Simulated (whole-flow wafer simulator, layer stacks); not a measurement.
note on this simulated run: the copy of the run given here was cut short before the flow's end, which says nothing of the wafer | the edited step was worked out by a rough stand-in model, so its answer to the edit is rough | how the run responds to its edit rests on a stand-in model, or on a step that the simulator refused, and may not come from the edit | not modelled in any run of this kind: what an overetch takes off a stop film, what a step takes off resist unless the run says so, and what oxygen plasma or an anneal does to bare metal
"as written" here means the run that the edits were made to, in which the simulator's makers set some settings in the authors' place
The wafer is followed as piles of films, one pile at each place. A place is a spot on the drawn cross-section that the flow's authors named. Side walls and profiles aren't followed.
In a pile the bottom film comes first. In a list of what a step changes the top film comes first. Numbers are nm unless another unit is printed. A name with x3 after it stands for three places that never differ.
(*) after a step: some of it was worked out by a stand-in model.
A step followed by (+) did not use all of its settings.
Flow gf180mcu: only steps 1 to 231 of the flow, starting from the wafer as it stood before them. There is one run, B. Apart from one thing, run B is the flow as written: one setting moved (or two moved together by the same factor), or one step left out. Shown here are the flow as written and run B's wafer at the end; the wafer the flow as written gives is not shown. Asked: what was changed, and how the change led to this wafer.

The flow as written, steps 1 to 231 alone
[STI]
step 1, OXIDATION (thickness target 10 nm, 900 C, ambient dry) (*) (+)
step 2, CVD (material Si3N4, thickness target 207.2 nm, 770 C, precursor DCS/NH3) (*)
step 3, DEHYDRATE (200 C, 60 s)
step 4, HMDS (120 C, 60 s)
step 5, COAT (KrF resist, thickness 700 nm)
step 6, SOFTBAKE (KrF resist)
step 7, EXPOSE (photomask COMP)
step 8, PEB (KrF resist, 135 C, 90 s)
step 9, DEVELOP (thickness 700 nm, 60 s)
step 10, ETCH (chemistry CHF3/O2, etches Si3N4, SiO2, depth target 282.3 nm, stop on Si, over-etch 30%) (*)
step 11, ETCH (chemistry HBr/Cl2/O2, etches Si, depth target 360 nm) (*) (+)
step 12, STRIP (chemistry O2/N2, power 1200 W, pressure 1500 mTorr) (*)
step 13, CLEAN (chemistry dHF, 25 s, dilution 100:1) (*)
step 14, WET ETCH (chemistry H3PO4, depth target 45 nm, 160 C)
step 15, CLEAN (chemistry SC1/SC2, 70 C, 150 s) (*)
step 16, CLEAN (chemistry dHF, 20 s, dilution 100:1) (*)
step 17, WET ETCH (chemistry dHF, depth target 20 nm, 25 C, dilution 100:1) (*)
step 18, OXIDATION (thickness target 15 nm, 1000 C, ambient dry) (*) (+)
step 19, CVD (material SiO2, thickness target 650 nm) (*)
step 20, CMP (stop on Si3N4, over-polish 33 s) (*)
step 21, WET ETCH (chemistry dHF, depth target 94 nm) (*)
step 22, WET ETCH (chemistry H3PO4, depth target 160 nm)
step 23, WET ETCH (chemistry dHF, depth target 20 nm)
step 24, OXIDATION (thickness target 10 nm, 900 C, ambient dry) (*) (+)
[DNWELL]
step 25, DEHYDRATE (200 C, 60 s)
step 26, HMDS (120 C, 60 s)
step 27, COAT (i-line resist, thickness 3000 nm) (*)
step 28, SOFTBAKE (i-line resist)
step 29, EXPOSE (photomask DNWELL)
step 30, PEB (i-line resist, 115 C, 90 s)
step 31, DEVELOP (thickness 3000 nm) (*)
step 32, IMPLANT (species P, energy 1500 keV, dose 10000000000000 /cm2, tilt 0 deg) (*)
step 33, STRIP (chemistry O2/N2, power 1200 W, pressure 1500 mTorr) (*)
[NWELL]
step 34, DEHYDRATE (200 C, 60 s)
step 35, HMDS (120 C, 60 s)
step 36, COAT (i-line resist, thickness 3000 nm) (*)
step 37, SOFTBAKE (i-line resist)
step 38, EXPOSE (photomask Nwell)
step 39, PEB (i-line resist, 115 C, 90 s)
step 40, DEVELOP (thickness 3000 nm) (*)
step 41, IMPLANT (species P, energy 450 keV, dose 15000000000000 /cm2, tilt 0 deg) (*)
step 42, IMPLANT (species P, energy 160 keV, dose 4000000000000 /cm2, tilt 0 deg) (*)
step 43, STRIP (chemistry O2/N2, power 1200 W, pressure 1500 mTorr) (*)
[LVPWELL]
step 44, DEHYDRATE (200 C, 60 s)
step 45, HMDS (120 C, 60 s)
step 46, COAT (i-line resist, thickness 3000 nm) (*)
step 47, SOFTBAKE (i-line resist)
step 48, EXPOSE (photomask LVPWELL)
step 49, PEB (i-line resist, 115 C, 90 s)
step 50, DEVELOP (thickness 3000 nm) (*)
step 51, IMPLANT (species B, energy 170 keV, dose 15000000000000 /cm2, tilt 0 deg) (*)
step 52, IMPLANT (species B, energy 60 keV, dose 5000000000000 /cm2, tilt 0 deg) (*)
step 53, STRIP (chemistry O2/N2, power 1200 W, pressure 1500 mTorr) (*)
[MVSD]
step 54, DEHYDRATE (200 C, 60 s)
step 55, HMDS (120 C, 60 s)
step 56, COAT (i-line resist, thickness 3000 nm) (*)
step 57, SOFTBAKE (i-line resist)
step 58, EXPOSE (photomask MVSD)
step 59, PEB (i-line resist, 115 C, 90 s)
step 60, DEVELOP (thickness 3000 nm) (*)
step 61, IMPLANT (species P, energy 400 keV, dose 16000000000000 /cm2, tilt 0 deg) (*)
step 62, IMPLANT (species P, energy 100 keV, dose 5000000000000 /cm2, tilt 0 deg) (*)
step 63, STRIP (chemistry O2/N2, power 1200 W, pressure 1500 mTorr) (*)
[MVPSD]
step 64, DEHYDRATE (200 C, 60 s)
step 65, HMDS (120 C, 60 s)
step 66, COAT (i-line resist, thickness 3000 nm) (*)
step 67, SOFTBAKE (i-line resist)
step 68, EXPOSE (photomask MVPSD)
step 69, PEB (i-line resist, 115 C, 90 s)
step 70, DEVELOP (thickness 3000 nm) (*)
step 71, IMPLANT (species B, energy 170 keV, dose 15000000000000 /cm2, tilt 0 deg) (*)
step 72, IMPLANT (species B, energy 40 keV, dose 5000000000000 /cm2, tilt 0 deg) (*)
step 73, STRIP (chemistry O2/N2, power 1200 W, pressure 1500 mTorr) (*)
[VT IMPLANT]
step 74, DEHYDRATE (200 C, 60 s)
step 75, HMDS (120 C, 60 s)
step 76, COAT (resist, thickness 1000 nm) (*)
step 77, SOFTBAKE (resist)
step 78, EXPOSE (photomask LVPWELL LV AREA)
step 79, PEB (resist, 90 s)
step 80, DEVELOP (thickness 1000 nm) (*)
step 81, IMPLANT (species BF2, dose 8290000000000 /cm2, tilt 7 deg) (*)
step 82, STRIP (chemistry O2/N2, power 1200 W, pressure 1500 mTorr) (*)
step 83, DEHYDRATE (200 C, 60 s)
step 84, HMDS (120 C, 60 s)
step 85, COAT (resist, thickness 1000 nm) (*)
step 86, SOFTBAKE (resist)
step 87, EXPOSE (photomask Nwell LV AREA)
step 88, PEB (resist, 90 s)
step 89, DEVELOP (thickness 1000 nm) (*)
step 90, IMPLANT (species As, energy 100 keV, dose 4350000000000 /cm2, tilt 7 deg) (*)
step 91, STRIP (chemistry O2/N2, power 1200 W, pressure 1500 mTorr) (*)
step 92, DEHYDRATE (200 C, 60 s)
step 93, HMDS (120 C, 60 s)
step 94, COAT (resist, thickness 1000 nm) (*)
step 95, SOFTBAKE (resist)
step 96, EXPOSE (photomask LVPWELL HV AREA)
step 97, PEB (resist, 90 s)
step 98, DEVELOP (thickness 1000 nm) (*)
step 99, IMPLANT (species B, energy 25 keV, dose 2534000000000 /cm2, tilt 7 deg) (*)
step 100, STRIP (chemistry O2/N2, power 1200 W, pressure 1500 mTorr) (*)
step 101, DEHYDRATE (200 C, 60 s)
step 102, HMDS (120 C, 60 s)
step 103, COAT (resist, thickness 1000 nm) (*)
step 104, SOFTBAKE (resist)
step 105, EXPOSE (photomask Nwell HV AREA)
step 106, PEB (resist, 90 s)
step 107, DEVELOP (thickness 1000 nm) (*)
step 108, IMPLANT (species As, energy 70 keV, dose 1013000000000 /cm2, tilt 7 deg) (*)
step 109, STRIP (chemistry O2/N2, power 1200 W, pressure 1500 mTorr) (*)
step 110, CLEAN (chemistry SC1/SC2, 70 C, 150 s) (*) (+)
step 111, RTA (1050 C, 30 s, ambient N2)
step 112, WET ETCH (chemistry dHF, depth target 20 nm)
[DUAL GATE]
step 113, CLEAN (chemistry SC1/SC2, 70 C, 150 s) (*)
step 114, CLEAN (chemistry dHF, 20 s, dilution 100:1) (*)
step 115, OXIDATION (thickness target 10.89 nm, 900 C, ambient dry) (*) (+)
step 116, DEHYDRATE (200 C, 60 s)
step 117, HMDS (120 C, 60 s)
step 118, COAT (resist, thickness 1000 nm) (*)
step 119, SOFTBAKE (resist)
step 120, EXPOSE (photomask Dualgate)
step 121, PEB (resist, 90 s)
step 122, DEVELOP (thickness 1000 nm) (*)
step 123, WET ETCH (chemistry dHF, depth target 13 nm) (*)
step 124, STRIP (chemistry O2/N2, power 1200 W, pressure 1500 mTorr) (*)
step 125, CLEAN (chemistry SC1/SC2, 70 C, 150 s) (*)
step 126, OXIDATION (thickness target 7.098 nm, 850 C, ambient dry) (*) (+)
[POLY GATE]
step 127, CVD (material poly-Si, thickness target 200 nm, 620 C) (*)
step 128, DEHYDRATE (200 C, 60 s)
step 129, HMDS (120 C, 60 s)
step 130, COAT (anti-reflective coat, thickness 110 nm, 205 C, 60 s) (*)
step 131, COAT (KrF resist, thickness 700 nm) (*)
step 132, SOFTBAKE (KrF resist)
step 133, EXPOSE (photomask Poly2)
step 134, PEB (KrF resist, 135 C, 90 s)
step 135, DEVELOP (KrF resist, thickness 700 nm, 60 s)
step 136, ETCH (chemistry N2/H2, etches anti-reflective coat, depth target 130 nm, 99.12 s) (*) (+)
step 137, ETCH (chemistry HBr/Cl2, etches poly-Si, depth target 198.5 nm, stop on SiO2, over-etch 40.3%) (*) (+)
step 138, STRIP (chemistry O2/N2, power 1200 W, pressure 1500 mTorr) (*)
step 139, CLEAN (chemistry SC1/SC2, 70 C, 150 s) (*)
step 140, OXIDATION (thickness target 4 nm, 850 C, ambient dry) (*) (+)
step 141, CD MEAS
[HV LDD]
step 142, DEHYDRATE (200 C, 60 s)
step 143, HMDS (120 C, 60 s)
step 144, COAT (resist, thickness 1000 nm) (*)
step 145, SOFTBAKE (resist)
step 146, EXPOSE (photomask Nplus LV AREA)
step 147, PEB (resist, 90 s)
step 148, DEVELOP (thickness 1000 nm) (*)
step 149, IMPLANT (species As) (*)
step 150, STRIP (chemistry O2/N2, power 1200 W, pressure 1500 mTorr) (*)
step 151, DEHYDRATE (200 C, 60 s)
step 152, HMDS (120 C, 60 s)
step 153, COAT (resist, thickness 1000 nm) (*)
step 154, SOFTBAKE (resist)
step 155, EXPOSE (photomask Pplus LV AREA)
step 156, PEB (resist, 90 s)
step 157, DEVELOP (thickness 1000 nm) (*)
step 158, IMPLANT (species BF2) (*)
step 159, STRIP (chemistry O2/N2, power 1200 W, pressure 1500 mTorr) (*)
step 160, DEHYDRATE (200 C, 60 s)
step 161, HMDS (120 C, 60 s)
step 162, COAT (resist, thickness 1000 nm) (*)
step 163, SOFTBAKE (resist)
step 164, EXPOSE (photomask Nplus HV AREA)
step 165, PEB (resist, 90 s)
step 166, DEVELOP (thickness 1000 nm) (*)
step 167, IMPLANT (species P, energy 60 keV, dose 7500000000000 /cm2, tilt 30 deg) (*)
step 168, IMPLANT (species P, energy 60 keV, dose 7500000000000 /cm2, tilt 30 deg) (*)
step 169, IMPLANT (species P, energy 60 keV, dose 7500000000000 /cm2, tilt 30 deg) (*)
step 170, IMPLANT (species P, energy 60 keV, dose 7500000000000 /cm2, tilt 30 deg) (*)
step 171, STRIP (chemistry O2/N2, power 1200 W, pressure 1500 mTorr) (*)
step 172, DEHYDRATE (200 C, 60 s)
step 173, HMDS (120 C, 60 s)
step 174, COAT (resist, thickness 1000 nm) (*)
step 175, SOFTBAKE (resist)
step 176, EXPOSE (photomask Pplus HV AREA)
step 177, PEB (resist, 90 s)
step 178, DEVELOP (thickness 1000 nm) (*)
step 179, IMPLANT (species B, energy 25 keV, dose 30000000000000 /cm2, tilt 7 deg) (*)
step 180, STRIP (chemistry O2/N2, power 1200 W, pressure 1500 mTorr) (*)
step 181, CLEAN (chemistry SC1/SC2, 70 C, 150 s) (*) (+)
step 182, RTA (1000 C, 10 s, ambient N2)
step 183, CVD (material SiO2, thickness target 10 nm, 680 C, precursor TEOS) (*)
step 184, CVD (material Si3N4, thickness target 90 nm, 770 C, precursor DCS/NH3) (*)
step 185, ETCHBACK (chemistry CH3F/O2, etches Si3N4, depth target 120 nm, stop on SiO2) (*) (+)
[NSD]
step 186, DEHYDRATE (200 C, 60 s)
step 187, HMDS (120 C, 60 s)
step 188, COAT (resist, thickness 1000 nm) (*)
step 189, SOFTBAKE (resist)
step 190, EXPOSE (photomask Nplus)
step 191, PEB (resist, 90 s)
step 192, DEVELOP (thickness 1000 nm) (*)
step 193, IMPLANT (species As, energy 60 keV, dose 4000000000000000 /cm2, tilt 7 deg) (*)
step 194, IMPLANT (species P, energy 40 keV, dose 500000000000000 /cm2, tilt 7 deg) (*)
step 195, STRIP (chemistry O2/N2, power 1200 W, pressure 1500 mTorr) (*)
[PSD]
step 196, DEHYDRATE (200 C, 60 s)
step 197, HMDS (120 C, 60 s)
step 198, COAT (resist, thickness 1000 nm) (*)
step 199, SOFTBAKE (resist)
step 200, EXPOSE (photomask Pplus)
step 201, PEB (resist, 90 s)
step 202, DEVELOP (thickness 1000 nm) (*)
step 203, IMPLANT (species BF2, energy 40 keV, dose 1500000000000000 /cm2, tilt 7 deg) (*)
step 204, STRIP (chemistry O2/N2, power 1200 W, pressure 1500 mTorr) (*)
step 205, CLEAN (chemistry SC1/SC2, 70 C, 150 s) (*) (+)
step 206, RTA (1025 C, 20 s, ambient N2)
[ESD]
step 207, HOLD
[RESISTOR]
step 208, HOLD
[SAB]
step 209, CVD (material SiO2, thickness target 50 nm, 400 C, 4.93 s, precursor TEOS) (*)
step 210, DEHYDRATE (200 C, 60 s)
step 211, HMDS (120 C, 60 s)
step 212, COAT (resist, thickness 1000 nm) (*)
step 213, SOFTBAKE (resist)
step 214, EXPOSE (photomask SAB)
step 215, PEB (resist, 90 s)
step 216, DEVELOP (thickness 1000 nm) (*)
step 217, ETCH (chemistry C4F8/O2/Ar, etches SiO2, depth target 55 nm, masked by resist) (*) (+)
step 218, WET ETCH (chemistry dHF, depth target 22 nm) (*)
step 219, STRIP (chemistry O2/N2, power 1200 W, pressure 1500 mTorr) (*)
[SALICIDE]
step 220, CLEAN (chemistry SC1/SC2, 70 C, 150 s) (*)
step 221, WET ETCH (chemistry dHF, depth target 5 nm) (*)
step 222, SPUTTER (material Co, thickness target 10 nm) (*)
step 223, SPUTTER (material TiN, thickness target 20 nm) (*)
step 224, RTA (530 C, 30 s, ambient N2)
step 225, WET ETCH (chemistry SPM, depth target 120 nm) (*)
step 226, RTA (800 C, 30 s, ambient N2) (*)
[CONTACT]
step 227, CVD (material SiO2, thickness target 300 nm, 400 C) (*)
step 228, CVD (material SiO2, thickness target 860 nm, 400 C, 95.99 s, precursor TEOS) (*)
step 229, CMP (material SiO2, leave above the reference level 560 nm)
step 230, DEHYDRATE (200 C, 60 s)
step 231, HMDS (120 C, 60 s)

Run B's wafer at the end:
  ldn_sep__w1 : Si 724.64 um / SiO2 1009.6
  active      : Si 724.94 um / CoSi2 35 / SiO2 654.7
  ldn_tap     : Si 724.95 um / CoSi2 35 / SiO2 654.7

What caused this: step 228, CVD: 38.4 s was run, while the flow as written has 95.99 s.

How this came from the change, step by step:
  step 228, CVD (material SiO2, thickness target 860 nm, 400 C, 95.99 s, precursor TEOS) (*)
      field, field__w7, field__w8 and 70 more: SiO2 gains 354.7 (as written it would have been: SiO2 gains 860)
      field__w3, field__w12: SiO2 gains 336.5 (as written it would have been: SiO2 gains 807.3)
      (as well as at 36 more places)
  step 229, CMP (material SiO2, leave above the reference level 560 nm)
      ldn_sep__w1, ldn_sep__w2, ldn_dft and 8 more: nothing (as written it would have been: SiO2 loses 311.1)
      active, p_well, sd_n, iso_ptap_pw, iso_ntap_nw, iso_ptap_sub, vpnp_e: nothing (as written it would have been: SiO2 loses 299.9)
      (as well as at 93 more places)
